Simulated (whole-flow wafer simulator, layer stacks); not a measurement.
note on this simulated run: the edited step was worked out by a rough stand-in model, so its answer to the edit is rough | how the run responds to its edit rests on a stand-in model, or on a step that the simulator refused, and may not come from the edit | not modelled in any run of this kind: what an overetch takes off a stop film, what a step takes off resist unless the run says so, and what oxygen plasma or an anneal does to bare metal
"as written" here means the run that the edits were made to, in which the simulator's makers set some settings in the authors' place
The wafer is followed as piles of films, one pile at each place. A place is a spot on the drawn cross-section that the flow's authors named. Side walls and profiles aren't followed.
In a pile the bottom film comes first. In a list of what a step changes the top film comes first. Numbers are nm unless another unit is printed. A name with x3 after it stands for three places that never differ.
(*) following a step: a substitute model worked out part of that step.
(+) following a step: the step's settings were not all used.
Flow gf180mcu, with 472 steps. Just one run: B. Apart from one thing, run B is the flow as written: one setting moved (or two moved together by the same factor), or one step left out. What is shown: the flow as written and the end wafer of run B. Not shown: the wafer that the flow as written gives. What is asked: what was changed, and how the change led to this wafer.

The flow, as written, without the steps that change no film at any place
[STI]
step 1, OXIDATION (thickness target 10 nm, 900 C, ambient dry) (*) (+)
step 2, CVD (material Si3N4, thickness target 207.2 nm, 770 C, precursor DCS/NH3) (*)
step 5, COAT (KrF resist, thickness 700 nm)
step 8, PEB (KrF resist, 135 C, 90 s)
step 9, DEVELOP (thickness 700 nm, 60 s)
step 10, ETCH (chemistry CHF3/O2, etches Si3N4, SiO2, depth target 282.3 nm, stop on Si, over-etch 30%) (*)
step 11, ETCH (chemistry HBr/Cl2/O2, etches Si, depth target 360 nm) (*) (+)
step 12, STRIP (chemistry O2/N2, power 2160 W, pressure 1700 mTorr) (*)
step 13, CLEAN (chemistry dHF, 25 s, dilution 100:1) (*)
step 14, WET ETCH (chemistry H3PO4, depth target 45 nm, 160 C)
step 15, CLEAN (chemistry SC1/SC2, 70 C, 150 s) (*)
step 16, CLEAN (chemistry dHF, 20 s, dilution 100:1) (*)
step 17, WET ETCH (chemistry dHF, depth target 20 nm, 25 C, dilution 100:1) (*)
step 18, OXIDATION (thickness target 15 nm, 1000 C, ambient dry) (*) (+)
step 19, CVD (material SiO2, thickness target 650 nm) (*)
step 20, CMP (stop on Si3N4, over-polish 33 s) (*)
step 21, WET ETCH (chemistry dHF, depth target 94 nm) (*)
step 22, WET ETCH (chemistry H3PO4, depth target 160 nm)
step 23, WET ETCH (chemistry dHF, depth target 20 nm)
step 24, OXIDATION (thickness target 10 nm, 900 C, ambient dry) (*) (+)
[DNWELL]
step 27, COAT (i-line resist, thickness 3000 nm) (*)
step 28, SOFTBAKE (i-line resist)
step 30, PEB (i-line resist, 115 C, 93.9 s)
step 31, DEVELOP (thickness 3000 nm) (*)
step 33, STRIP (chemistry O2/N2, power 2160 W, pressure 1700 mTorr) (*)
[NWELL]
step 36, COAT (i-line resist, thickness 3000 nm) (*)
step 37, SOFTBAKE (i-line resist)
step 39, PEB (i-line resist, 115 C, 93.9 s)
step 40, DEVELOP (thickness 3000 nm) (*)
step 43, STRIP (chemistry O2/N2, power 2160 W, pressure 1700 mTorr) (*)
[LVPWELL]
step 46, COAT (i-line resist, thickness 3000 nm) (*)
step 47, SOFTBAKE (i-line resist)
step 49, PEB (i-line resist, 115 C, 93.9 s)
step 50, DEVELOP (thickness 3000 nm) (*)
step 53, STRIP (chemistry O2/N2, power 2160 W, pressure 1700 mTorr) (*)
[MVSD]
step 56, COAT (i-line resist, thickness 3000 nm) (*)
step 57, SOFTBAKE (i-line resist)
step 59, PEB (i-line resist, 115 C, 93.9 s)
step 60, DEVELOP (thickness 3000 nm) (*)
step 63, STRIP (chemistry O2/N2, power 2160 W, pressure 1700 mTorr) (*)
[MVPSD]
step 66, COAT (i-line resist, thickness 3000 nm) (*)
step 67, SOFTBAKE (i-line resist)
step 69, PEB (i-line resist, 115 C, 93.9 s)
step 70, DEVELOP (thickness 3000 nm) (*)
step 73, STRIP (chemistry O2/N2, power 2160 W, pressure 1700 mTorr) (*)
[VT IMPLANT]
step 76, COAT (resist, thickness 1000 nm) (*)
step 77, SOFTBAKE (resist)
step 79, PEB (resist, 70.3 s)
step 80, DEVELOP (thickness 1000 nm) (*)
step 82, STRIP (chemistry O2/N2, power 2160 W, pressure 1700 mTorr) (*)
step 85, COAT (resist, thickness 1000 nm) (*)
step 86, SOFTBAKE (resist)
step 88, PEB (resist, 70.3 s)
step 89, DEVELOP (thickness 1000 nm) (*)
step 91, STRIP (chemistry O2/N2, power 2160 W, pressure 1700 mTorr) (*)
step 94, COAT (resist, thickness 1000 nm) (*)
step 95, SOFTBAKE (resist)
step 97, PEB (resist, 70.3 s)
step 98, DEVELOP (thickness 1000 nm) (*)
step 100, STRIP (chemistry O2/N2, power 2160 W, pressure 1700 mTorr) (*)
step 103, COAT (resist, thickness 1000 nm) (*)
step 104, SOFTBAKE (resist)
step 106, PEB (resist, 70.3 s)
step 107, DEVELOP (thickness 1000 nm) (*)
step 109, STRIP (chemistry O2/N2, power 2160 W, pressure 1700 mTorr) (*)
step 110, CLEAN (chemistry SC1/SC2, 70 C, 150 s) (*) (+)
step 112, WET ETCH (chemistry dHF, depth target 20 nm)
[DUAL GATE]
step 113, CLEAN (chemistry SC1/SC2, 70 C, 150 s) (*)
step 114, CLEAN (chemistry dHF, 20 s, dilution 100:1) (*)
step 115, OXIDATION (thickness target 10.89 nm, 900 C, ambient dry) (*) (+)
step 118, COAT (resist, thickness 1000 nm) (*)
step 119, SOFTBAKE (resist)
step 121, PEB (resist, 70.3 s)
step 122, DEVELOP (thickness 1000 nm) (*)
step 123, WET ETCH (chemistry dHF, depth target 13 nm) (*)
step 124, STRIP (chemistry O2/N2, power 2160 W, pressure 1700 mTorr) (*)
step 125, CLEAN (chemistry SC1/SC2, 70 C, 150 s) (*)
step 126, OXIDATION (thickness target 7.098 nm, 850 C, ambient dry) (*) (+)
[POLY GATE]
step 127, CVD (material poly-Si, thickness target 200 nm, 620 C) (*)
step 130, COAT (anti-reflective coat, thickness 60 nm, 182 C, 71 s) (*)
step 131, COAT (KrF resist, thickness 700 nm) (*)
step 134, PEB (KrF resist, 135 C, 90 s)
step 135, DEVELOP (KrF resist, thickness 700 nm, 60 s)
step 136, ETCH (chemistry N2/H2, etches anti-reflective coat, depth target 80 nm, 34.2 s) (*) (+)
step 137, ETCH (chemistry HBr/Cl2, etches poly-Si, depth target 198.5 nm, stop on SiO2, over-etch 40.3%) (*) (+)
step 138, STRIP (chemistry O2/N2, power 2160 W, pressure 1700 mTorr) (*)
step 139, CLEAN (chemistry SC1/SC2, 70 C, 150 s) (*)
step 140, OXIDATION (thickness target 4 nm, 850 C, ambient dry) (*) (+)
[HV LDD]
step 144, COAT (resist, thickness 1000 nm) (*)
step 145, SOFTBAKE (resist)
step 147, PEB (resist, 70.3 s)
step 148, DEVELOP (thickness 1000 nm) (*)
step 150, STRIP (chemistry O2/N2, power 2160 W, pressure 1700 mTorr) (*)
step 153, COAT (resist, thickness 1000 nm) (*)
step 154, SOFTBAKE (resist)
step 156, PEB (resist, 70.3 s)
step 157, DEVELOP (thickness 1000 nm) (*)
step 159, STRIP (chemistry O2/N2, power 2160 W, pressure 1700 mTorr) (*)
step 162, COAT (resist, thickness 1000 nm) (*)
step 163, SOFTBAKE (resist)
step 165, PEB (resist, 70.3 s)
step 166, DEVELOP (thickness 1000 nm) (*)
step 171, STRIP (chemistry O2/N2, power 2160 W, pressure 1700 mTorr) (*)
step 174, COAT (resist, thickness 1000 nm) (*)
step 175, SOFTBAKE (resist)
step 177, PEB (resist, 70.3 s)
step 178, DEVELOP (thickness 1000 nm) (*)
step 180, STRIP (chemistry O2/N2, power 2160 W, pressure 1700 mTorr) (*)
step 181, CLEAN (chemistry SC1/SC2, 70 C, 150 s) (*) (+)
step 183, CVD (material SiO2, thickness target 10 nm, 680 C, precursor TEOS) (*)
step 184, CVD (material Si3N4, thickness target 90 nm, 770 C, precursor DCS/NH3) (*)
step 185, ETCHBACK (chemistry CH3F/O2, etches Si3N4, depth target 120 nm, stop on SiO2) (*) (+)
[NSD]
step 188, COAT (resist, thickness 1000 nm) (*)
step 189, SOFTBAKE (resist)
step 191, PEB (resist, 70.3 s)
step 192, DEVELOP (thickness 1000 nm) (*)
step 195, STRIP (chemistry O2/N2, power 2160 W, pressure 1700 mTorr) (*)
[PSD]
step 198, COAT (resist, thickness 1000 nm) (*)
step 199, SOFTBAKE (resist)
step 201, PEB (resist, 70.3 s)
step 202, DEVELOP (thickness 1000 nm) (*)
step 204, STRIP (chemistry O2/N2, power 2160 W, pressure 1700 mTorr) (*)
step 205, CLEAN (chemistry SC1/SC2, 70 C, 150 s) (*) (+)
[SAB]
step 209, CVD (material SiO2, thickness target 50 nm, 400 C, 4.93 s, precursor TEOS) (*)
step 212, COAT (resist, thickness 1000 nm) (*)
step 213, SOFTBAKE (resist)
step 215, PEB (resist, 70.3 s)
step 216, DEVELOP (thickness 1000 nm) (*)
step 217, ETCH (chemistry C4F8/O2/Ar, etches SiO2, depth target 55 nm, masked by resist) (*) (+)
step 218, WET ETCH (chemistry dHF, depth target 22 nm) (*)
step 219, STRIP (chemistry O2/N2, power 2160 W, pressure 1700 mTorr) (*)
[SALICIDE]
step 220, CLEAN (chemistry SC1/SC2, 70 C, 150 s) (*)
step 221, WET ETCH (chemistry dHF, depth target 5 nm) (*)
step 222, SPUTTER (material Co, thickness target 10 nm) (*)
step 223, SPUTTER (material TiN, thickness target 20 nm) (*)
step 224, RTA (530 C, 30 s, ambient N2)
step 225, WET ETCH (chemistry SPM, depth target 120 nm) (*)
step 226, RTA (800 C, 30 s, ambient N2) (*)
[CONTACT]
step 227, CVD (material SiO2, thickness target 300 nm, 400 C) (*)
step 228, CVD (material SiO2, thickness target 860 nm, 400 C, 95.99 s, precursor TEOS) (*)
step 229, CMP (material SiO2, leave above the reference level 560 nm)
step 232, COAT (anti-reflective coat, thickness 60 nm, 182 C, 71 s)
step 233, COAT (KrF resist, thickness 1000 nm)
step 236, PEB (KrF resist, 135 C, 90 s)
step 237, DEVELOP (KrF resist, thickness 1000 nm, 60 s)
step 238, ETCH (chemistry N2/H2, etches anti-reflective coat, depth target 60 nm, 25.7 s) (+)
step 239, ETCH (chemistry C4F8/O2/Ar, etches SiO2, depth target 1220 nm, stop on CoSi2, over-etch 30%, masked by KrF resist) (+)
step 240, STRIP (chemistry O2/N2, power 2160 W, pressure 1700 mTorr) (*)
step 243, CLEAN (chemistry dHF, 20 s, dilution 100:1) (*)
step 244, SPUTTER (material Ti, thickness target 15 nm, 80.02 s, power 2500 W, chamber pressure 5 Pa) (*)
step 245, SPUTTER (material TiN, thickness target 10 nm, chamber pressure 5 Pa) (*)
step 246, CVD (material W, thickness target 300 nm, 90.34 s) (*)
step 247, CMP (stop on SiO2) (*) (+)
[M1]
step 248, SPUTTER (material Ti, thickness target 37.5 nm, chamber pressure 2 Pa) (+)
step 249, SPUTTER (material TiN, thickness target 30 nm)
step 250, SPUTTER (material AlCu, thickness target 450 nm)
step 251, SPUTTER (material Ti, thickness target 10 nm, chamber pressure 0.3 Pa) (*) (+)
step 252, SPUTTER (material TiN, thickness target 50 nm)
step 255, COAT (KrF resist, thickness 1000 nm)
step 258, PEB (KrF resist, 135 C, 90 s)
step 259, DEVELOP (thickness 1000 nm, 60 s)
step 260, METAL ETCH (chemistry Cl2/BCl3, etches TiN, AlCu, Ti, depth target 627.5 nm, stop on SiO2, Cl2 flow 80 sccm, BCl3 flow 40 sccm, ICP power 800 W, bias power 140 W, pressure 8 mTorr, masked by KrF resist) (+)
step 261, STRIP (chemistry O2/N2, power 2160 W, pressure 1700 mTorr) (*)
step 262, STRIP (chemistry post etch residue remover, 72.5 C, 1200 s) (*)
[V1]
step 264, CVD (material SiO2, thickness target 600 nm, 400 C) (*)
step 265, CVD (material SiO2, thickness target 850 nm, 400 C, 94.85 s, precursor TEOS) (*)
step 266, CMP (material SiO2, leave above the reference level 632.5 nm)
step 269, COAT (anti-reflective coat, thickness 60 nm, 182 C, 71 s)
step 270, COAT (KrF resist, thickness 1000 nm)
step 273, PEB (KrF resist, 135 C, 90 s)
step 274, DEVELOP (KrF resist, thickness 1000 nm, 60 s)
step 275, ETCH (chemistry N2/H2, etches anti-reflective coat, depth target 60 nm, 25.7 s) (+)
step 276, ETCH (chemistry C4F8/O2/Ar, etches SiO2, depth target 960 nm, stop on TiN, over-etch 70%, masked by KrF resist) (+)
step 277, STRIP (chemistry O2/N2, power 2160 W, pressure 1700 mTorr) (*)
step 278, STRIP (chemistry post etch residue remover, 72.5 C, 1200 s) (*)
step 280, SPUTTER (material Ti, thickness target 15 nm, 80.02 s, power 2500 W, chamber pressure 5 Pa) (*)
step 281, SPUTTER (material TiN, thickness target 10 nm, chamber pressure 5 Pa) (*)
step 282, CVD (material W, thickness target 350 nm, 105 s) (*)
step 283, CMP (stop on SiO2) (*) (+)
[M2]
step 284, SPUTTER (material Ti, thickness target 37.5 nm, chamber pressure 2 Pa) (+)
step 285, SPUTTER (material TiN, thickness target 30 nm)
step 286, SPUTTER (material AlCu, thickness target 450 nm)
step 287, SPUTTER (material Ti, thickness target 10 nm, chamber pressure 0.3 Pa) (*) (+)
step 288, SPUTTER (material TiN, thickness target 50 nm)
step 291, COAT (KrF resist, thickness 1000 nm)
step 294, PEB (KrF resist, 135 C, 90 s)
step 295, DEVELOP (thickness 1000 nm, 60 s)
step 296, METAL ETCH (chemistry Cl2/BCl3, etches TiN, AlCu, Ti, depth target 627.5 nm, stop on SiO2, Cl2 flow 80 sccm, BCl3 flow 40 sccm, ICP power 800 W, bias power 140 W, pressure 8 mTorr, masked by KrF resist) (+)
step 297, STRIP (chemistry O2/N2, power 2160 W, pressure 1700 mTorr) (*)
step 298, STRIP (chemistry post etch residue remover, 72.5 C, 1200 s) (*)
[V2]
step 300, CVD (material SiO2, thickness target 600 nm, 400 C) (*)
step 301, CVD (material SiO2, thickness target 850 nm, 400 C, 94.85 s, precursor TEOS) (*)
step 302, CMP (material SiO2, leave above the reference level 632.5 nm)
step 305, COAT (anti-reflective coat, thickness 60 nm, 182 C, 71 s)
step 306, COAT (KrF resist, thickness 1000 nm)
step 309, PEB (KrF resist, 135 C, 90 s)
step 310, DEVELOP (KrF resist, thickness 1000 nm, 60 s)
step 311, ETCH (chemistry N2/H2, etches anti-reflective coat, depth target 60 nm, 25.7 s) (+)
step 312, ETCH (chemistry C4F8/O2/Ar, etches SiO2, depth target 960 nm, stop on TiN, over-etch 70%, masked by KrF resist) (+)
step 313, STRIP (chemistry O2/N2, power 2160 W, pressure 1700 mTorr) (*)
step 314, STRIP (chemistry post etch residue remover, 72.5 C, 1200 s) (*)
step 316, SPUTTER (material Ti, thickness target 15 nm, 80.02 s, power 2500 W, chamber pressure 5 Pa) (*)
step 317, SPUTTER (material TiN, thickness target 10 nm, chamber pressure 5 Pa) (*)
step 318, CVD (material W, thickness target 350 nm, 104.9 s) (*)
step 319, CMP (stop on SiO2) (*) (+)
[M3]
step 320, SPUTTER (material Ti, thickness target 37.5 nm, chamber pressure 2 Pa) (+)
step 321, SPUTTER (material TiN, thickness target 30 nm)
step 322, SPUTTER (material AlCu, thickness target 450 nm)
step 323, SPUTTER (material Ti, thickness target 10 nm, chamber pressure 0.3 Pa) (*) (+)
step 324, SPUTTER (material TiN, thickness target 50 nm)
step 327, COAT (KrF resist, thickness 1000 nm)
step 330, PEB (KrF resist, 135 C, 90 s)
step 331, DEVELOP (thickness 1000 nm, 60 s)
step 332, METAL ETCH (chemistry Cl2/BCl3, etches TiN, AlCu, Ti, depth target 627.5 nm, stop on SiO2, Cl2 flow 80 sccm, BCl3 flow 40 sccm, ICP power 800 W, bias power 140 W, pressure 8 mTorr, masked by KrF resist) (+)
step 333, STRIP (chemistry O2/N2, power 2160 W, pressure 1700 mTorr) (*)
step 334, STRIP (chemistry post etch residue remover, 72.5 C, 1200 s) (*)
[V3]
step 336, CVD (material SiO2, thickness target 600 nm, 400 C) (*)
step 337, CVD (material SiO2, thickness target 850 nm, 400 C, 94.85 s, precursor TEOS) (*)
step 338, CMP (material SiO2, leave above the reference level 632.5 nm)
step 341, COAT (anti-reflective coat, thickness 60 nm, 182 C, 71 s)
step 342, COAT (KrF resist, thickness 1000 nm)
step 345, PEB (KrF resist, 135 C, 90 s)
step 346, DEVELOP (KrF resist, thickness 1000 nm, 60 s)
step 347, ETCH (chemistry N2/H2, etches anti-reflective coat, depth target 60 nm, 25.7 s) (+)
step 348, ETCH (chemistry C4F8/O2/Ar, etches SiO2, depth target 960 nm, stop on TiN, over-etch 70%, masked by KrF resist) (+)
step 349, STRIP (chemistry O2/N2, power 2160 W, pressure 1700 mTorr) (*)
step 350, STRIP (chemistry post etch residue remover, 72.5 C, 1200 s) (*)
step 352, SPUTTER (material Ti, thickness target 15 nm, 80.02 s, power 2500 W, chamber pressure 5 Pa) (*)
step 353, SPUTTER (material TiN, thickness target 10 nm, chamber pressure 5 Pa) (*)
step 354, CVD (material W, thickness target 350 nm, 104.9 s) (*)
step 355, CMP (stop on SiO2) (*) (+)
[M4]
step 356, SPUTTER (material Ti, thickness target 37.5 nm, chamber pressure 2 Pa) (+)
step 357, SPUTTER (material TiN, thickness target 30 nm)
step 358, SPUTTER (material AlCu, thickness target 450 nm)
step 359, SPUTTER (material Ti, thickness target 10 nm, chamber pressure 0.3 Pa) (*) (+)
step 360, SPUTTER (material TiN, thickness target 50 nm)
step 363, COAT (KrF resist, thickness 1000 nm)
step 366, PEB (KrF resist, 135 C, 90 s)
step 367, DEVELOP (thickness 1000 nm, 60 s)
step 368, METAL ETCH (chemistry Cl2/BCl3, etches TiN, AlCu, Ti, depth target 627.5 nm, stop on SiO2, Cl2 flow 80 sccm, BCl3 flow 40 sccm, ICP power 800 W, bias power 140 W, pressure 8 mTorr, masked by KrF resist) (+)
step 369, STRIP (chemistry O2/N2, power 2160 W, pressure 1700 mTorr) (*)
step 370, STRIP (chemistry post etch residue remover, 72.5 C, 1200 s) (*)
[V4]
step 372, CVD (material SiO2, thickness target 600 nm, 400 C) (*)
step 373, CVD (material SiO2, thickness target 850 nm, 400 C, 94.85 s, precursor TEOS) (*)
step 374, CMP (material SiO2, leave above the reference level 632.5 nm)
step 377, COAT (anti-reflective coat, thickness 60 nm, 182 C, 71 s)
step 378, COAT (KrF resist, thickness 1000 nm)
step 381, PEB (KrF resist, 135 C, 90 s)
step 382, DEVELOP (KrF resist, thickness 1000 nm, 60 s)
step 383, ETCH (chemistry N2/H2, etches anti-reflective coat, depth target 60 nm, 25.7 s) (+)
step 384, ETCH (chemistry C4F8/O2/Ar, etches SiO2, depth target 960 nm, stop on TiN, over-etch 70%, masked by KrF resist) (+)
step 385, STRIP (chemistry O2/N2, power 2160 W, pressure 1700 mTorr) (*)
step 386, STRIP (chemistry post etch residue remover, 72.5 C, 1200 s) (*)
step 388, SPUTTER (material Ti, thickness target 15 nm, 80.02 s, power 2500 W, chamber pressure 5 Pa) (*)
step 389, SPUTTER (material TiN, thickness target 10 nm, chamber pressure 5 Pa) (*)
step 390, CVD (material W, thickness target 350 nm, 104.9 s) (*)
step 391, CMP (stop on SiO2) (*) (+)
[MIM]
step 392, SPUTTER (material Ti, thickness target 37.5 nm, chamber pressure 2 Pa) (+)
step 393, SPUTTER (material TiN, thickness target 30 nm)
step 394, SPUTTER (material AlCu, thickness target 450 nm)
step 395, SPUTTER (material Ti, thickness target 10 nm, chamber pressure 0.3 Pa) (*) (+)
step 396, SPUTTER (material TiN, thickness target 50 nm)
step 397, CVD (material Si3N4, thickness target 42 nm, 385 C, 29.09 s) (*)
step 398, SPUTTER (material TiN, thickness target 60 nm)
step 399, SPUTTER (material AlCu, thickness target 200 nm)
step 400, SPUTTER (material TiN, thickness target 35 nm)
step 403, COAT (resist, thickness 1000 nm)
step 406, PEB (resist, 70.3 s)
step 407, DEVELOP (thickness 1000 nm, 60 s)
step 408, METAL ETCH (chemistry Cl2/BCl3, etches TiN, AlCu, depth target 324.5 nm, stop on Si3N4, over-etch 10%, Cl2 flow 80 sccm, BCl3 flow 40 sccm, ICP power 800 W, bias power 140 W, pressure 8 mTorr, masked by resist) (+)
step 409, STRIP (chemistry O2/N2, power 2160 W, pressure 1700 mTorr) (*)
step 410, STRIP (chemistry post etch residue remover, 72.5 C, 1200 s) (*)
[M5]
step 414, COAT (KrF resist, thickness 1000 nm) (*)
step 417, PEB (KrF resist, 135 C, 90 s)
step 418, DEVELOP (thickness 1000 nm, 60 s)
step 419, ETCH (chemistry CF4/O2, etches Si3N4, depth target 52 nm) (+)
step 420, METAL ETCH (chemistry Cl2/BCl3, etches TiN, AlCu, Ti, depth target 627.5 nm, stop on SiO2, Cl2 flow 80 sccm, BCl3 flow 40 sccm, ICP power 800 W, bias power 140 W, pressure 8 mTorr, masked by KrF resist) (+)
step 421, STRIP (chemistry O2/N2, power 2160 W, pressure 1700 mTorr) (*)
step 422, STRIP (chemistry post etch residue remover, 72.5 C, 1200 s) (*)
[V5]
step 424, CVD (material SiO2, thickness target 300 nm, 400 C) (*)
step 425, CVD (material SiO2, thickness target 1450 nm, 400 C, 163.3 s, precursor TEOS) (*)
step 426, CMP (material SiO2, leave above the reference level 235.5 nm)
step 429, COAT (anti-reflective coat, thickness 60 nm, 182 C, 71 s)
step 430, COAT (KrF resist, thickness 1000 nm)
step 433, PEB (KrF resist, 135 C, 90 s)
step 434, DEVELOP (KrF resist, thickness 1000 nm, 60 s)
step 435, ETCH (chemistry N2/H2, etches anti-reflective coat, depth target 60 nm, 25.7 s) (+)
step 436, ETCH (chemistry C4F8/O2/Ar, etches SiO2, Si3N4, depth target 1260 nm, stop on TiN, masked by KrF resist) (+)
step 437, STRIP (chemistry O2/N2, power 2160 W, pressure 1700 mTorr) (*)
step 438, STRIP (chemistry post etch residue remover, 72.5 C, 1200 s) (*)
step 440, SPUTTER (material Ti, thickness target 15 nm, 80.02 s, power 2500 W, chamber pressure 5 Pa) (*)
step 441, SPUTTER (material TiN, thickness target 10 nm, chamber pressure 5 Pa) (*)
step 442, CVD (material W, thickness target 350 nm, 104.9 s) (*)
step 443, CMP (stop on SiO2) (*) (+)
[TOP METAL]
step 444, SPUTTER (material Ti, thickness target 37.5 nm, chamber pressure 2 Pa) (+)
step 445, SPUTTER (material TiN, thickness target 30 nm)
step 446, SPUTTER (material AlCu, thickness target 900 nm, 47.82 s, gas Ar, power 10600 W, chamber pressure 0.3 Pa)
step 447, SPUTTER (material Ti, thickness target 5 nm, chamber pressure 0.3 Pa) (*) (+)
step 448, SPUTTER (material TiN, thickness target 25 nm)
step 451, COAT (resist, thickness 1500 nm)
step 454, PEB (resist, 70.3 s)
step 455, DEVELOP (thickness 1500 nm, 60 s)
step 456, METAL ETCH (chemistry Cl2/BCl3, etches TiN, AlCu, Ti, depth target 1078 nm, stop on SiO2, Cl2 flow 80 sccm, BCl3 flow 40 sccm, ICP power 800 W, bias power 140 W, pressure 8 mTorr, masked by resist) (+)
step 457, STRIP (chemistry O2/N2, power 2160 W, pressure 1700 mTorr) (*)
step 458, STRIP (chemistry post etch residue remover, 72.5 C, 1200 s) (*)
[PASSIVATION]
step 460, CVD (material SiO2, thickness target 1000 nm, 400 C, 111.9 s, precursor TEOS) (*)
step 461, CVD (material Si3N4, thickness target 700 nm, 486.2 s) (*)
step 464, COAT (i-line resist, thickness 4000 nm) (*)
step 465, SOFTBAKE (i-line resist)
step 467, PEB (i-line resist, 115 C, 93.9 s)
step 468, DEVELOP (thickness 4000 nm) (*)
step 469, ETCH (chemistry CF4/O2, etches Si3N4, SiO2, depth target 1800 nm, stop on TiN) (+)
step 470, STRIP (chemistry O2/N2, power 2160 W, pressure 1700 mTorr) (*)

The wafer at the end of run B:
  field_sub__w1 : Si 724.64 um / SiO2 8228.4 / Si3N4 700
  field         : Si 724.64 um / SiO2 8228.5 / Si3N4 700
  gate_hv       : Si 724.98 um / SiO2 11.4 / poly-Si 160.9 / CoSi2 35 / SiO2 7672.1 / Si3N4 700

The reason: step 126, OXIDATION: thickness target 3.62 nm was run, whereas the flow has thickness target 7.098 nm.

The path from the change to this, step by step:
  step 126, OXIDATION (thickness target 7.098 nm, 850 C, ambient dry) (*) (+)
      gate_hv, active_hv, active_nat and 25 more: +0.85 SiO2, -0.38 Si (as written it would have been: +3.72 SiO2, -1.64 Si)
      active, n_well, p_well and 12 more: +3.62 SiO2 (new film), -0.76 chemical SiO2 (all of it), -1.26 Si (as written it would have been: +7.1 SiO2 (new film), -0.76 chemical SiO2 (all of it), -2.79 Si)
  step 130, COAT (anti-reflective coat, thickness 60 nm, 182 C, 71 s) (*)
      p_well, spacer, sd_n: +72.5 anti-reflective coat (new film) (as written it would have been: +70.9 anti-reflective coat (new film))
  step 136, ETCH (chemistry N2/H2, etches anti-reflective coat, depth target 80 nm, 34.2 s) (*) (+)
      p_well, spacer, sd_n: -72.5 anti-reflective coat (all of it), -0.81 poly-Si (as written it would have been: -70.9 anti-reflective coat (all of it), -0.85 poly-Si)
  step 145, SOFTBAKE (resist)
      active_nat: +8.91 resist (as written it would have been: +4.68 resist)
  step 154, SOFTBAKE (resist)
      active_nat: +8.91 resist (as written it would have been: +4.68 resist)
  step 163, SOFTBAKE (resist)
      active_nat: +8.91 resist (as written it would have been: +4.68 resist)
  step 175, SOFTBAKE (resist)
      active_nat: +8.91 resist (as written it would have been: +4.68 resist)
  step 189, SOFTBAKE (resist)
      field__w9: -3.06 resist (as written it would have been: +6.92 resist)
      active_hv: -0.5 resist (as written it would have been: +2.68 resist)
      (also at 1 further place)
  step 199, SOFTBAKE (resist)
      field__w9: -3.06 resist (as written it would have been: +6.92 resist)
      active_hv: -0.5 resist (as written it would have been: +2.68 resist)
      (also at 1 further place)
  step 218, WET ETCH (chemistry dHF, depth target 22 nm) (*)
      active, p_well, sd_n, iso_ptap_pw, iso_ntap_nw, iso_ptap_sub, vpnp_e: -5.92 SiO2 (all of it) (as written it would have been: -9.01 SiO2 (all of it))
      ldn_tap, ldn_src, ldn_drn, ldp_tap, ldp_src, ldp_drn, ldp_gr: -13.3 SiO2 (all of it) (as written it would have been: -16 SiO2 (all of it))
      (also at 9 further places)
  step 223, SPUTTER (material TiN, thickness target 20 nm) (*)
      field__w12: +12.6 TiN (new film) (as written it would have been: +12 TiN (new film))
  step 225, WET ETCH (chemistry SPM, depth target 120 nm) (*)
      field__w12: -12.6 TiN (all of it), -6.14 Co (all of it) (as written it would have been: -12 TiN (all of it), -6.15 Co (all of it))
